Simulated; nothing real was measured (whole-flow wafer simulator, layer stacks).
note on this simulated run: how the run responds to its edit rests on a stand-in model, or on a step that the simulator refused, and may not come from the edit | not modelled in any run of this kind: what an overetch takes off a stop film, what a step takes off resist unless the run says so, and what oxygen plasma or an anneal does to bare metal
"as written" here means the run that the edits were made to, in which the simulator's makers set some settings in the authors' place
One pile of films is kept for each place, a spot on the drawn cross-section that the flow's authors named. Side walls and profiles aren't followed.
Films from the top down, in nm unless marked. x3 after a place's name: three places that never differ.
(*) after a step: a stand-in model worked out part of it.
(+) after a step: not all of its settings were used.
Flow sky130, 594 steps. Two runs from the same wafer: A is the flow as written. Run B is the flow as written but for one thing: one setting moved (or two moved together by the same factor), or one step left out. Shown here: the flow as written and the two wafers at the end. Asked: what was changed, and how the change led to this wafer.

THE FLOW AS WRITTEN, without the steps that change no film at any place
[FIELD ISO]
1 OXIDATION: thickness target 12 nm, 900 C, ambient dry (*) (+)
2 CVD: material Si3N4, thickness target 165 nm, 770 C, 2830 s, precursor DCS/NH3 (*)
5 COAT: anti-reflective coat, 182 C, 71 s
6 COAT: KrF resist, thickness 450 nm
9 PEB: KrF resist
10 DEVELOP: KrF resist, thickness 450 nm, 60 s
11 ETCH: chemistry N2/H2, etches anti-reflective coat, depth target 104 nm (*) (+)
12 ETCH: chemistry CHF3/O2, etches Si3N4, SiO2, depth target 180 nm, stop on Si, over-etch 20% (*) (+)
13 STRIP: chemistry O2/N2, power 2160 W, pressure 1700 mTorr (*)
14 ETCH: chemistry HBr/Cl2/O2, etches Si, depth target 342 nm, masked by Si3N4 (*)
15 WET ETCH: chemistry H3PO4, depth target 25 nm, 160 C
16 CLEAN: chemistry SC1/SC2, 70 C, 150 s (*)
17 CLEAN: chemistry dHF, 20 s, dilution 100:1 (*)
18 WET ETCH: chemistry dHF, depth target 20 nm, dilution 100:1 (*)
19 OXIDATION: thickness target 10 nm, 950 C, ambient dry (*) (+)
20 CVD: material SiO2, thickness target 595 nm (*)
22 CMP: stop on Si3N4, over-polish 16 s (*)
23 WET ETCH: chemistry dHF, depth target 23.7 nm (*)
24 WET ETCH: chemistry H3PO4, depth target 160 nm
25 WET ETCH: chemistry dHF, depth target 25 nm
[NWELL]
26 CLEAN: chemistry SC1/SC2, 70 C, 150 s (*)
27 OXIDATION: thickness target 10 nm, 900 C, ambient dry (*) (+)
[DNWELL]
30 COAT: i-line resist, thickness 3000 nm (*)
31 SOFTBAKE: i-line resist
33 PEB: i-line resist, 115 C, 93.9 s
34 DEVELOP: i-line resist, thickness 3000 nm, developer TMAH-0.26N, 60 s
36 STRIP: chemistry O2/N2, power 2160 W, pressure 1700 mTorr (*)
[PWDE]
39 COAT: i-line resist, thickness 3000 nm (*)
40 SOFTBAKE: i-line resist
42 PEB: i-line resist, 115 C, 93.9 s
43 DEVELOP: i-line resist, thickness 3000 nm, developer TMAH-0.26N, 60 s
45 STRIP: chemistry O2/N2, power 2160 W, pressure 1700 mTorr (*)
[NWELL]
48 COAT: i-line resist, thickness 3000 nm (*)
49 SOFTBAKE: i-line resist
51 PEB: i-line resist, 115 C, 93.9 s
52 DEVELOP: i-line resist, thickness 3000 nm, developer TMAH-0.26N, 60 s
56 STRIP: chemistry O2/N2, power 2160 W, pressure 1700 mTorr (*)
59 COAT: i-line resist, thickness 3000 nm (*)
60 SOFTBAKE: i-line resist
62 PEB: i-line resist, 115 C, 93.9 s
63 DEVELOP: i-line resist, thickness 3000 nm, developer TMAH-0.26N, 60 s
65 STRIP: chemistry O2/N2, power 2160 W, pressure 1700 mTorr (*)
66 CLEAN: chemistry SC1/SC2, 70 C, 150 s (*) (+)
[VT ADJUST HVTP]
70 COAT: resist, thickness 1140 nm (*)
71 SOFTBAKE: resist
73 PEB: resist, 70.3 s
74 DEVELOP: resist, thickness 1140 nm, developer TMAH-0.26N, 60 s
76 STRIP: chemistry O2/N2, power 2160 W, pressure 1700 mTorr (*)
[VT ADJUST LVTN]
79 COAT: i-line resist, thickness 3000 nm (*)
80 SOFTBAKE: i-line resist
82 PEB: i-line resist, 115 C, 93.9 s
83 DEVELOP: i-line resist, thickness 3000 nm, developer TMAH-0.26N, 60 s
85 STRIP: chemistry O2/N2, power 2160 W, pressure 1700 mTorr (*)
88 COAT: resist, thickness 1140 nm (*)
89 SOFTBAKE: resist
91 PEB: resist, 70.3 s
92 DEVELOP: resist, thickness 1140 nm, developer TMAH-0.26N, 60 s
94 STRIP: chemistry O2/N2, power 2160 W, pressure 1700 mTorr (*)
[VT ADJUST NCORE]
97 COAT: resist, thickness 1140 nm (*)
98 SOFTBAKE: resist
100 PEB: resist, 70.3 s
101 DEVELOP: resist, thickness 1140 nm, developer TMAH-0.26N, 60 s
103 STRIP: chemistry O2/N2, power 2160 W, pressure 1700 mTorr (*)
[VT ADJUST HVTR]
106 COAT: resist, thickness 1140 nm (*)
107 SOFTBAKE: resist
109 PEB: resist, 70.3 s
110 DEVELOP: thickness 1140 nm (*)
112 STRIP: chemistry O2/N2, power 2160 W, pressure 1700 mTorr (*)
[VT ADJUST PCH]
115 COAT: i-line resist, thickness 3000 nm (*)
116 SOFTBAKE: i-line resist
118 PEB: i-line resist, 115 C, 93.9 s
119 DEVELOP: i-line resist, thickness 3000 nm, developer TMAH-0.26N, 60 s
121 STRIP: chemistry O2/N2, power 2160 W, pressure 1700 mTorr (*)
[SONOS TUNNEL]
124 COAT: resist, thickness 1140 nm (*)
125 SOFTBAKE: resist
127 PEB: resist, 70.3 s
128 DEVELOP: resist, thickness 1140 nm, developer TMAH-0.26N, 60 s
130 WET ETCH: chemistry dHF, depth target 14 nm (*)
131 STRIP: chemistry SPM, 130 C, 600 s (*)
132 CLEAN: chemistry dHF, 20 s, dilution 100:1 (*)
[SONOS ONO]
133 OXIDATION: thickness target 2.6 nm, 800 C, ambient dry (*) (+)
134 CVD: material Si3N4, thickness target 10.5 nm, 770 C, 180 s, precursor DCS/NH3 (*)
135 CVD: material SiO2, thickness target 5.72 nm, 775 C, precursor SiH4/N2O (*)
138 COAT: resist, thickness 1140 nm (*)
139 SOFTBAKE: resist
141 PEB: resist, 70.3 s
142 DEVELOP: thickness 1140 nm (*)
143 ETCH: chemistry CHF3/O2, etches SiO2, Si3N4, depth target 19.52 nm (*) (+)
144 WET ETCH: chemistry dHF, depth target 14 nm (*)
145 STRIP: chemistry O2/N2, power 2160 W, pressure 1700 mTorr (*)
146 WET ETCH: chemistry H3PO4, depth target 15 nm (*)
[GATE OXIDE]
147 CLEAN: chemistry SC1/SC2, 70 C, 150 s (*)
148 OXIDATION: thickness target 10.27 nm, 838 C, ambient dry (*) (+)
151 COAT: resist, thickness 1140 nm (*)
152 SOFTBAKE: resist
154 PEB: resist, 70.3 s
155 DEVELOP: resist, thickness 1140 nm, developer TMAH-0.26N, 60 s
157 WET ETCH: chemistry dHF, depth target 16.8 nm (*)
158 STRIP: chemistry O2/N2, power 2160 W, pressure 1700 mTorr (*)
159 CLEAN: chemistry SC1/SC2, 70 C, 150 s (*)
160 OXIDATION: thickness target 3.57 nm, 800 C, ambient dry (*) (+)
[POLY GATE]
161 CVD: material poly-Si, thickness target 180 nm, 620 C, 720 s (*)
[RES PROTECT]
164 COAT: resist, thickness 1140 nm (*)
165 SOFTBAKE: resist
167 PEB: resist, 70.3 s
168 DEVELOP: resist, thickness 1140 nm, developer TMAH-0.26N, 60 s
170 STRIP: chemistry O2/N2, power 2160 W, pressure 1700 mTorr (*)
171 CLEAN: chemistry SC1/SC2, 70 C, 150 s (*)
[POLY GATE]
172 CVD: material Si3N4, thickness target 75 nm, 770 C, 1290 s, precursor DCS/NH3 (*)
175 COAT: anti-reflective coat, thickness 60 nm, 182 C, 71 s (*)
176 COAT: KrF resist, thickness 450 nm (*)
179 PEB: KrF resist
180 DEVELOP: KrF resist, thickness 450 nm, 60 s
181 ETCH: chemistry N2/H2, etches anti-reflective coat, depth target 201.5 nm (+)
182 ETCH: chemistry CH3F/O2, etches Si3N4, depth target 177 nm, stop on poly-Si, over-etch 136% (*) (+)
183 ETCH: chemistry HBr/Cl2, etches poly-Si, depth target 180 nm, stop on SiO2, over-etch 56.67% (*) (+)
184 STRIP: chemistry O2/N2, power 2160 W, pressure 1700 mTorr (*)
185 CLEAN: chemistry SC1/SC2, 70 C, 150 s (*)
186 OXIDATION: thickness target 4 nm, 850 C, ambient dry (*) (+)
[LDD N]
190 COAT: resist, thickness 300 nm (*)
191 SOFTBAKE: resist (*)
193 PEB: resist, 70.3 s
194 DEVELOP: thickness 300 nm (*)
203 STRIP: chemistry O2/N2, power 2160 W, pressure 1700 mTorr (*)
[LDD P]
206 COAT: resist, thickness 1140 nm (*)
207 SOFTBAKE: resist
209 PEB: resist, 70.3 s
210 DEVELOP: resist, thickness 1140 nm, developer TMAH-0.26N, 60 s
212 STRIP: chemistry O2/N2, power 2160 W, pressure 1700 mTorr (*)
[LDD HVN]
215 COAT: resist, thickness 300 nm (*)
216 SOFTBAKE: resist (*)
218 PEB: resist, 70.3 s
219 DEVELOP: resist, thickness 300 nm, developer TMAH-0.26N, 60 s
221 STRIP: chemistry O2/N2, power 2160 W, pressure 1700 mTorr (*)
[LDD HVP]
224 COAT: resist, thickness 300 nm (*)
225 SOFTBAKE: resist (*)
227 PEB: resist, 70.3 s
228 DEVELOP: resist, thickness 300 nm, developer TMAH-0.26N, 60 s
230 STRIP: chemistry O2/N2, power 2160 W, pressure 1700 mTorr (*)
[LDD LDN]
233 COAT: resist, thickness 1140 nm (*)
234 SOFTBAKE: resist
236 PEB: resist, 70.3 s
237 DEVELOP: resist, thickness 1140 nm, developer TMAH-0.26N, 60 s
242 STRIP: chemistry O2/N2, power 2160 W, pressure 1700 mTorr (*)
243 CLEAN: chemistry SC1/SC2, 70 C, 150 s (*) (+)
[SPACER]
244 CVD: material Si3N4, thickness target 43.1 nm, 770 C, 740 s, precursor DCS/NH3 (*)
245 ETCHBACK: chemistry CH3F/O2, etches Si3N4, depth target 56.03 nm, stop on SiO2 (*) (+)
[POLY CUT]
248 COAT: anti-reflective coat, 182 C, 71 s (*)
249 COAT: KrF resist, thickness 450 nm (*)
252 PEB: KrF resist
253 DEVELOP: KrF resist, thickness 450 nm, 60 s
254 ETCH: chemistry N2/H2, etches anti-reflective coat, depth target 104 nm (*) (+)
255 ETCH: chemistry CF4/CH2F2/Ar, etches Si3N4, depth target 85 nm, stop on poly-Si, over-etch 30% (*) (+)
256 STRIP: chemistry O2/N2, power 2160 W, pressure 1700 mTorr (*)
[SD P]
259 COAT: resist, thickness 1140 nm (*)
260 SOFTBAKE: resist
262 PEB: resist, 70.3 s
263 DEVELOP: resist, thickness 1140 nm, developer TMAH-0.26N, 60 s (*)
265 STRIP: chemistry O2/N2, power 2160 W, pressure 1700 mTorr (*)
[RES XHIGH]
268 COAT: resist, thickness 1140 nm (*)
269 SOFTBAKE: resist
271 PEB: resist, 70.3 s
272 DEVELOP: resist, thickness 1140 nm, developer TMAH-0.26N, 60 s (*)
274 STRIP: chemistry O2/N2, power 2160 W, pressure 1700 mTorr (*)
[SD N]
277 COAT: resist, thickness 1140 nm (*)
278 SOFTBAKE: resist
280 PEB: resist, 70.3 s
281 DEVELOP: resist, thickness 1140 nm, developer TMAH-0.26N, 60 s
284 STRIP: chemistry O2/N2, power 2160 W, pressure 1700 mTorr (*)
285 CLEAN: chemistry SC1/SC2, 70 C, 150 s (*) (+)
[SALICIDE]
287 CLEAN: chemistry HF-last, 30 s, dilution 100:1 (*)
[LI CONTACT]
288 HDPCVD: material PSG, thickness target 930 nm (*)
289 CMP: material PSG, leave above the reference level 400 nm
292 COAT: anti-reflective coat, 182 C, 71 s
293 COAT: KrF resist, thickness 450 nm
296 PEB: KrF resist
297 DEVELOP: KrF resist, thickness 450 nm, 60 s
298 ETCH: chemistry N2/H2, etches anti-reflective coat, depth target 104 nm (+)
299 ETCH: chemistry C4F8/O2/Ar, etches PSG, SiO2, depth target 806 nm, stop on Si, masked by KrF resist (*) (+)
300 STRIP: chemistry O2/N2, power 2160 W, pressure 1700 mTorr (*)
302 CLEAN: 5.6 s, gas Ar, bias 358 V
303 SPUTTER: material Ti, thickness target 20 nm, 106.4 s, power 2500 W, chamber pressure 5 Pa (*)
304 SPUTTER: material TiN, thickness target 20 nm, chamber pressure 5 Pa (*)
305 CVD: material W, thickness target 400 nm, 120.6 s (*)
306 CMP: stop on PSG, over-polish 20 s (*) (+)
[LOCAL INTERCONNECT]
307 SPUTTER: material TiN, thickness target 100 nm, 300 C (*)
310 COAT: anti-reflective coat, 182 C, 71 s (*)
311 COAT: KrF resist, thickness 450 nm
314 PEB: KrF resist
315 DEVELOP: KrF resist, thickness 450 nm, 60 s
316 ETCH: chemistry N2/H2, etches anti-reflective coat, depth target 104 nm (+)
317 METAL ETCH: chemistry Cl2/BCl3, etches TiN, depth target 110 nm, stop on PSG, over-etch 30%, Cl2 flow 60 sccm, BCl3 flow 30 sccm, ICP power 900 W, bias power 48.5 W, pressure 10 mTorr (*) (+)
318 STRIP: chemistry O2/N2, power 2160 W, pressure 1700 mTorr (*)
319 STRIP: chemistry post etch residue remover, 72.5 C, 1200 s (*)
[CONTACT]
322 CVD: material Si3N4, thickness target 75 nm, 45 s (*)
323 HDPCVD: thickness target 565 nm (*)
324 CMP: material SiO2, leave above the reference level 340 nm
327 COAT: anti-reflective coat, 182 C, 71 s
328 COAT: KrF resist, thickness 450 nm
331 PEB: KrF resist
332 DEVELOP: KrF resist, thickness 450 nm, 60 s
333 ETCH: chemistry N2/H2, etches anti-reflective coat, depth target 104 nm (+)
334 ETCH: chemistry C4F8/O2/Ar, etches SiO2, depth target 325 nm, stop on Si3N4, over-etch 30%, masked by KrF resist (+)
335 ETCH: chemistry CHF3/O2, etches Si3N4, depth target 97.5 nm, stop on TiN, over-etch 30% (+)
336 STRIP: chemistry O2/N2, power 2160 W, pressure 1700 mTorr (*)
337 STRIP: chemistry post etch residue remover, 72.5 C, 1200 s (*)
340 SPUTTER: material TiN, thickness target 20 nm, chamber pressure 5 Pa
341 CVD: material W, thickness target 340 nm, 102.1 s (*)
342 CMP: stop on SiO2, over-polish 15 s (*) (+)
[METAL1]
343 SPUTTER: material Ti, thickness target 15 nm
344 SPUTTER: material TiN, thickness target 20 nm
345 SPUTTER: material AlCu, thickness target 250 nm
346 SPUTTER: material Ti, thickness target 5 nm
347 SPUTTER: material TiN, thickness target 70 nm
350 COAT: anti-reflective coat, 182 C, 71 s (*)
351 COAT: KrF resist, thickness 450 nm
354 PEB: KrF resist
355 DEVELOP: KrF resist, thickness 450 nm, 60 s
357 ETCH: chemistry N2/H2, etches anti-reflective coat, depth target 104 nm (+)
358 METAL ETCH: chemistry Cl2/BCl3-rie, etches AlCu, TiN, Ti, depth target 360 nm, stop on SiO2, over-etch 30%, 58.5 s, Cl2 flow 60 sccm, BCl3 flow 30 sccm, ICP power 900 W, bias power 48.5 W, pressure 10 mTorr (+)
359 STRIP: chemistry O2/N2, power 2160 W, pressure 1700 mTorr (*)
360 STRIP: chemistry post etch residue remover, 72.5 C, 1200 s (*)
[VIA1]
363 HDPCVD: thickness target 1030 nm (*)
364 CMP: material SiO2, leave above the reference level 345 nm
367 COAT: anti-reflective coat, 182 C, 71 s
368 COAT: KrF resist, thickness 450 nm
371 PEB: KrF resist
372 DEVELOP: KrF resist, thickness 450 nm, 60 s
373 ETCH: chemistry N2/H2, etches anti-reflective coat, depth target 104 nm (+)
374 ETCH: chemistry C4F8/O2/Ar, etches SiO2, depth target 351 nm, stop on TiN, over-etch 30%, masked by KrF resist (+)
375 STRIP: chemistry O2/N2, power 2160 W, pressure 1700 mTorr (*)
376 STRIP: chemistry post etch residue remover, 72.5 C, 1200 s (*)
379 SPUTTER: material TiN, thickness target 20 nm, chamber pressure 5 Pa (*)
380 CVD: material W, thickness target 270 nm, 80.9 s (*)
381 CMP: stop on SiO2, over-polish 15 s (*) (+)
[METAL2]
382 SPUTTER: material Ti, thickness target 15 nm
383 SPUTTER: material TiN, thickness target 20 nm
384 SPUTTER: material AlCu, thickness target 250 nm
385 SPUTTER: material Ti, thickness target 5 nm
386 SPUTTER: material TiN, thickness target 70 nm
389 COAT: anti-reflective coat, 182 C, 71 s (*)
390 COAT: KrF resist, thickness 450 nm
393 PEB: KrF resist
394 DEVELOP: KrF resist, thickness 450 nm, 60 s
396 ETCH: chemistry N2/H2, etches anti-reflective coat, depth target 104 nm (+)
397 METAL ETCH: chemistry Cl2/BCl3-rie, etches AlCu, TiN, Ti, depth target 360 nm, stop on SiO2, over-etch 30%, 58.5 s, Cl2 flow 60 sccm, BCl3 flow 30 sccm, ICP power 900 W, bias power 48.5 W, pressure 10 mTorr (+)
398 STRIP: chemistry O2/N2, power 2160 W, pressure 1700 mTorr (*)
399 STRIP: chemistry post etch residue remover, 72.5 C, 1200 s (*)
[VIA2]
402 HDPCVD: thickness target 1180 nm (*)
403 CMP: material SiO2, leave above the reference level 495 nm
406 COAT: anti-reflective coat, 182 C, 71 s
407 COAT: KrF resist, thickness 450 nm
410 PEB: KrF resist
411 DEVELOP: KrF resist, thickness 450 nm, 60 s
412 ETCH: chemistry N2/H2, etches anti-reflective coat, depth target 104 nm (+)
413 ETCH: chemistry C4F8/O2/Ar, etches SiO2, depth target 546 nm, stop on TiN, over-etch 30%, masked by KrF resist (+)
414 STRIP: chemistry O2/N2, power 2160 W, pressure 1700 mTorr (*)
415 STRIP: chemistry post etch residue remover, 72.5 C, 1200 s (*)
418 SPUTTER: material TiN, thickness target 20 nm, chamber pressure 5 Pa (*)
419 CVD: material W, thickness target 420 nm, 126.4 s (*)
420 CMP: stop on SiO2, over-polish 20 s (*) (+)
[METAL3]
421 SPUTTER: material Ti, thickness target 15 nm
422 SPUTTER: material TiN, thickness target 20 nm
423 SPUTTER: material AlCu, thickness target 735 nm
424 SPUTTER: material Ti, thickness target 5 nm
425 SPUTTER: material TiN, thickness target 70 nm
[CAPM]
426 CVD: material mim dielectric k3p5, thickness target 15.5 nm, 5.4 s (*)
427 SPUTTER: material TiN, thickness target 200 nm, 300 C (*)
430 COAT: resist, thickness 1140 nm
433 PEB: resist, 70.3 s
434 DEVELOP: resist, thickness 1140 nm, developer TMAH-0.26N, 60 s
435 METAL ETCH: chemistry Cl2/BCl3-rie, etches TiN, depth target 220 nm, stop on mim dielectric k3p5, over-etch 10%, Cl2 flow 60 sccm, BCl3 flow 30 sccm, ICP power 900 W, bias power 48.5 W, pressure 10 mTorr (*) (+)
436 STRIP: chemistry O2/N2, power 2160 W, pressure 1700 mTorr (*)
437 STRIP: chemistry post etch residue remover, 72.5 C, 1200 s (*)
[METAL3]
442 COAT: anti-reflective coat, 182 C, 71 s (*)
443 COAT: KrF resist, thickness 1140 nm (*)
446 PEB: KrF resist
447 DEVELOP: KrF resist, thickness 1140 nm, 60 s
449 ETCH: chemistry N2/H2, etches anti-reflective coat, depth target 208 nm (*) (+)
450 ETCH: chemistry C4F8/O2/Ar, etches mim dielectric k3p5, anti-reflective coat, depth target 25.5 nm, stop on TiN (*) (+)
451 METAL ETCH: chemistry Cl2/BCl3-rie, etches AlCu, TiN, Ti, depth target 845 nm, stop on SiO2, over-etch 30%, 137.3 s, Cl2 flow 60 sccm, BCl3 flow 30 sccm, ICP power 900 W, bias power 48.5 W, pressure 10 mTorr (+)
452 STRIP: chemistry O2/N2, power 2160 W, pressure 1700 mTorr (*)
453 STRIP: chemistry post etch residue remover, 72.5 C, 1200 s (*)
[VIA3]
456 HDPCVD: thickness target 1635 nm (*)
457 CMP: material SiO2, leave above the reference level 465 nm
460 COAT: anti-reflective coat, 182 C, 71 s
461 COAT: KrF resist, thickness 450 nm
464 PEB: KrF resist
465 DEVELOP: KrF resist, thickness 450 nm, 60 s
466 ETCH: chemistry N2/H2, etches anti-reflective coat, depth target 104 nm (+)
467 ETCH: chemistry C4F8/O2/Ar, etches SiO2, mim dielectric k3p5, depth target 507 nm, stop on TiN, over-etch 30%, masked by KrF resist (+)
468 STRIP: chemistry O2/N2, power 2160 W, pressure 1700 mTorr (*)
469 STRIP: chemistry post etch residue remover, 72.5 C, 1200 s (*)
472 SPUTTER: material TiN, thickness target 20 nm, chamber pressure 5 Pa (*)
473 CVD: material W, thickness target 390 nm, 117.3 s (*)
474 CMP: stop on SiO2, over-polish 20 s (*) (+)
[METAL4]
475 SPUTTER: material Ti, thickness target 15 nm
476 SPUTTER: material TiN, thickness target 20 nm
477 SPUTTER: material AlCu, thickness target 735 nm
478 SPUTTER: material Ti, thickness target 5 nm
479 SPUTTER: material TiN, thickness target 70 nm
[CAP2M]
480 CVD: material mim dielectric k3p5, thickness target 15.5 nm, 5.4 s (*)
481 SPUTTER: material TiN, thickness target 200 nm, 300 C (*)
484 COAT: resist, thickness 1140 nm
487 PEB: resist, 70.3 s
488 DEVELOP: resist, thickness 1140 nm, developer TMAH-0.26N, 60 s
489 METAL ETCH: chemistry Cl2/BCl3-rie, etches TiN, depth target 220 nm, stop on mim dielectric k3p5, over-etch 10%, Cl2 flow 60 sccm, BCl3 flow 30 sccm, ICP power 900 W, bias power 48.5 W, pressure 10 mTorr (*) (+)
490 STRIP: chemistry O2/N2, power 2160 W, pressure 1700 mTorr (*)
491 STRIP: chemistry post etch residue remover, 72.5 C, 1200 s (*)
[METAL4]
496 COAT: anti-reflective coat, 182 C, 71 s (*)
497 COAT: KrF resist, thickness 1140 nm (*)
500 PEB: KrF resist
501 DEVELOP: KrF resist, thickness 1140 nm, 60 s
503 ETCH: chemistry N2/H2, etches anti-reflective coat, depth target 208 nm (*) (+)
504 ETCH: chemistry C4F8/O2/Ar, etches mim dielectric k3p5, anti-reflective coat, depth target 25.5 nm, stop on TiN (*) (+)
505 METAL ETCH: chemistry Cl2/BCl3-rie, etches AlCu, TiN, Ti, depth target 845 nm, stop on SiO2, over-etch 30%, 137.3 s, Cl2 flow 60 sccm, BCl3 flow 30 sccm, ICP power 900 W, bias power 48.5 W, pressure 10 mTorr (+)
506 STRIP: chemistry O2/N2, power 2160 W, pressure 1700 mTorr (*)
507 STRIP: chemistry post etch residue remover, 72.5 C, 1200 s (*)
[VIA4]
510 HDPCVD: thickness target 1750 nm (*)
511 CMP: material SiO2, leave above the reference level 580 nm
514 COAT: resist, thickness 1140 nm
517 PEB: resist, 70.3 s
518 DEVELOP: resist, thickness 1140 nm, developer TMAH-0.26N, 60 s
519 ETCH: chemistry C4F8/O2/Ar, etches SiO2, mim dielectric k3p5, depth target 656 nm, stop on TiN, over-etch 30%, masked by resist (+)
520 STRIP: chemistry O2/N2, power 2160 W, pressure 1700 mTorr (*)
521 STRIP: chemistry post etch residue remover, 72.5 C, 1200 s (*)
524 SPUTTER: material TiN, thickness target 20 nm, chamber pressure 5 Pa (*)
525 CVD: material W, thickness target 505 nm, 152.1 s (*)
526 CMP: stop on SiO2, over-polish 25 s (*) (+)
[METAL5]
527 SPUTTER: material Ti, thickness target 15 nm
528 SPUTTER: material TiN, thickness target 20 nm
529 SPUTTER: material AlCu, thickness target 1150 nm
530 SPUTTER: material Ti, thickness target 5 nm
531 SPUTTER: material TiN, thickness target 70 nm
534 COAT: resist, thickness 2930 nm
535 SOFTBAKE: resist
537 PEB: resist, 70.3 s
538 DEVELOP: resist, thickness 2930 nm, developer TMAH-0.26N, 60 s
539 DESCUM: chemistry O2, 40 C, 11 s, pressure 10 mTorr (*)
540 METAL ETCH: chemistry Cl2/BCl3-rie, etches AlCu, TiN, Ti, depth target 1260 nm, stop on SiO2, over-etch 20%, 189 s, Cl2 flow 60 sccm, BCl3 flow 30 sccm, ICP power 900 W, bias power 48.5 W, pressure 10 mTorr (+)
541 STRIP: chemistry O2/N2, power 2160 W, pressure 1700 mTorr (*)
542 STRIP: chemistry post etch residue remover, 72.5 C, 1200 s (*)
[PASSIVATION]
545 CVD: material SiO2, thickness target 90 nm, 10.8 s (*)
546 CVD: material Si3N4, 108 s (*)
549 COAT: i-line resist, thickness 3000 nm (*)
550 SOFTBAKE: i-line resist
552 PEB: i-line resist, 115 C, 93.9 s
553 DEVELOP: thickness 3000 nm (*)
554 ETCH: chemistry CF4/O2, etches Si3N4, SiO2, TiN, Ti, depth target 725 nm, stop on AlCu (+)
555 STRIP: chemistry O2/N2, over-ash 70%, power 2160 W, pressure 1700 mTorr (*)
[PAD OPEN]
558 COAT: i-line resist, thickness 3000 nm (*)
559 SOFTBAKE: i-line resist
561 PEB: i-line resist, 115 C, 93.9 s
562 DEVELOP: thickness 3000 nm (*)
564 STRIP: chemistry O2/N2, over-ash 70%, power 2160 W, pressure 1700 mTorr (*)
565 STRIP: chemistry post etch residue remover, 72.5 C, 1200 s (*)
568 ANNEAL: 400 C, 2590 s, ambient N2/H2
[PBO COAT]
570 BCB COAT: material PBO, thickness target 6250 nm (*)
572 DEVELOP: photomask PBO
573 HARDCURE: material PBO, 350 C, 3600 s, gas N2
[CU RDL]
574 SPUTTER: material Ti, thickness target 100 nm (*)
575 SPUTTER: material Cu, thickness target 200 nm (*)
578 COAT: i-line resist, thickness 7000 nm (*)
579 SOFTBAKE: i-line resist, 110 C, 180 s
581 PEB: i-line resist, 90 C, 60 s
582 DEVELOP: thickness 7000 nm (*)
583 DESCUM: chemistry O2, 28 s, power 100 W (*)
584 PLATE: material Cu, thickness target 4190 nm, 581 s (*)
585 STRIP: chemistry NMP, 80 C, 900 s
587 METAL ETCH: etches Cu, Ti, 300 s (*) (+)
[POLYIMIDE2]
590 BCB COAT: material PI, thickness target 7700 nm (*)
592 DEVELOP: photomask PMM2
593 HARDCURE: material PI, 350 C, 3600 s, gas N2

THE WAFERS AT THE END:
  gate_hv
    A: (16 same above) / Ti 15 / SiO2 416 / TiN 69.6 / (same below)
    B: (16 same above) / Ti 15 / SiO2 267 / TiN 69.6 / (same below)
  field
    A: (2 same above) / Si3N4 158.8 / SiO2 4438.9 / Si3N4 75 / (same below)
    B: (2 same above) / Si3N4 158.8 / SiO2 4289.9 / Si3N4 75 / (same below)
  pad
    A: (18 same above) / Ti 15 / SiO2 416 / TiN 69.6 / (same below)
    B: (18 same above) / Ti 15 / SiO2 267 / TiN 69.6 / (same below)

The cause: step 403, CMP: leave above the reference level 346 nm was run, where the flow has leave above the reference level 495 nm.

How the change led to this, step by step:
  403 CMP: material SiO2, leave above the reference level 495 nm
      n_well, p_well, gate_hv and 101 more: A SiO2 -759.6 | B SiO2 -908.6
      field, active, gate and 82 more: A SiO2 -389.1 | B SiO2 -538.1
      (and at 2 more places)
  413 ETCH: chemistry C4F8/O2/Ar, etches SiO2, depth target 546 nm, stop on TiN, over-etch 30%, masked by KrF resist (+)
      field, active, n_well and 186 more: A KrF resist -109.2 | B KrF resist -70.5
      m1: A SiO2 -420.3 (all of it) | B SiO2 -271.3 (all of it)
      (and at 1 more place)
  414 STRIP: chemistry O2/N2, power 2160 W, pressure 1700 mTorr (*)
      field, active, n_well and 186 more: A KrF resist -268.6 (all of it), anti-reflective coat -80 (all of it) | B KrF resist -307.3 (all of it), anti-reflective coat -80 (all of it)
  418 SPUTTER: material TiN, thickness target 20 nm, chamber pressure 5 Pa (*)
      m1, via2_hole: A TiN +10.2 | B TiN +12.3
  419 CVD: material W, thickness target 420 nm, 126.4 s (*)
      m1: A W +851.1 (new film) | B W +700 (new film)
      via2_hole: A W +850.7 (new film) | B W +699.5 (new film)
